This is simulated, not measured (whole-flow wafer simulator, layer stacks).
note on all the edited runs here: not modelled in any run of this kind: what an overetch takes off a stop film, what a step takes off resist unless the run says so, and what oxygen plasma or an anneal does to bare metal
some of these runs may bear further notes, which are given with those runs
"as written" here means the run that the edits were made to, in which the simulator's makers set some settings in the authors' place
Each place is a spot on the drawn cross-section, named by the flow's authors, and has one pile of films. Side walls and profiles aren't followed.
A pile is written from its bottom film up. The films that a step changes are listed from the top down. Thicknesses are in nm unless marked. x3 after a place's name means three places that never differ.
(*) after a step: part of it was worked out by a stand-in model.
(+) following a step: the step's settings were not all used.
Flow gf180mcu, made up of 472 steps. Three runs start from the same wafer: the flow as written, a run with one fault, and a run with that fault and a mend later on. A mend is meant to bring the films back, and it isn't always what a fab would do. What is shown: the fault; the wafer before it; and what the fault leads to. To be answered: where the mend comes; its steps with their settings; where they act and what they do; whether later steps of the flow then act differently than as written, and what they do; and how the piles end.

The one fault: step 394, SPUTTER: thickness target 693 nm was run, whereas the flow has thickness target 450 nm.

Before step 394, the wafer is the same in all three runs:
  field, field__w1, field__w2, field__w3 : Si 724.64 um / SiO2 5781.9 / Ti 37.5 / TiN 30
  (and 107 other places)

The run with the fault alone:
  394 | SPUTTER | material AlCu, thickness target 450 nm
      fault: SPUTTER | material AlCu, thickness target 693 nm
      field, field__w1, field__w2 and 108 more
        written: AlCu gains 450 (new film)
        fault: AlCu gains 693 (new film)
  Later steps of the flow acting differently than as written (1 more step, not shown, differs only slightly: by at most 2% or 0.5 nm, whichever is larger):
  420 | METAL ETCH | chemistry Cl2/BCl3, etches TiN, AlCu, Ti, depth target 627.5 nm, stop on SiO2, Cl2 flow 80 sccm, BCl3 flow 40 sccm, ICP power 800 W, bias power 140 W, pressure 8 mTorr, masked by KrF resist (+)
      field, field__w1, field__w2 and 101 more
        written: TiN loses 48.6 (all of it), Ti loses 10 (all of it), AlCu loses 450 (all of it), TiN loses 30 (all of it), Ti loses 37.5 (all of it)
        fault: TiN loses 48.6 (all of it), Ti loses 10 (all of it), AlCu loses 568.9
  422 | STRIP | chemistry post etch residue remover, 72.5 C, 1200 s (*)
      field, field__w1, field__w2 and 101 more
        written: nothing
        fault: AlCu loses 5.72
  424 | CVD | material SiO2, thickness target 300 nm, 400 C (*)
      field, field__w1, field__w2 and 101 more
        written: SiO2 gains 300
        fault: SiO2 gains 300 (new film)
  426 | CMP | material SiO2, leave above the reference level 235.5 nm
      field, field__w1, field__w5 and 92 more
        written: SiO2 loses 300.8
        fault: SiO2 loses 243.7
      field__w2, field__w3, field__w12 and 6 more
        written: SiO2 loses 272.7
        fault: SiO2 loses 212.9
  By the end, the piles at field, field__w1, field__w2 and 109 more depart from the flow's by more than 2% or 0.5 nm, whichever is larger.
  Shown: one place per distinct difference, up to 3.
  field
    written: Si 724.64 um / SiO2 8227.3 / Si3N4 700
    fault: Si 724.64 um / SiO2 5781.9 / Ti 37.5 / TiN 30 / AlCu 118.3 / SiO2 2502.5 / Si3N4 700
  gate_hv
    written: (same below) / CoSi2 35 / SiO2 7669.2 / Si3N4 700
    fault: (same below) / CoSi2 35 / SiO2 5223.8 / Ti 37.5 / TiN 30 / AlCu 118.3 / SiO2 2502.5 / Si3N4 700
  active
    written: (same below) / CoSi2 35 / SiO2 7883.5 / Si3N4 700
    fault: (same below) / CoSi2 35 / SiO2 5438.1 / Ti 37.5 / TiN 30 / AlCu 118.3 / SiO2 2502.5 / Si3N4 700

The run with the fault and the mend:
  The mend follows step 394.
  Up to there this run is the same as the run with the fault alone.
  394a | METAL ETCH | chemistry Cl2/BCl3, etches TiN, AlCu, Ti, depth target 243 nm, Cl2 flow 80 sccm, BCl3 flow 40 sccm, ICP power 800 W, bias power 140 W, pressure 8 mTorr (the flow's step 260, run once more with other settings)
      field, field__w1, field__w2 and 108 more
        AlCu loses 243
  Later steps of the flow that are run all act as written at every place that is followed.
  The piles end the same as the flow's at every place that both follow.
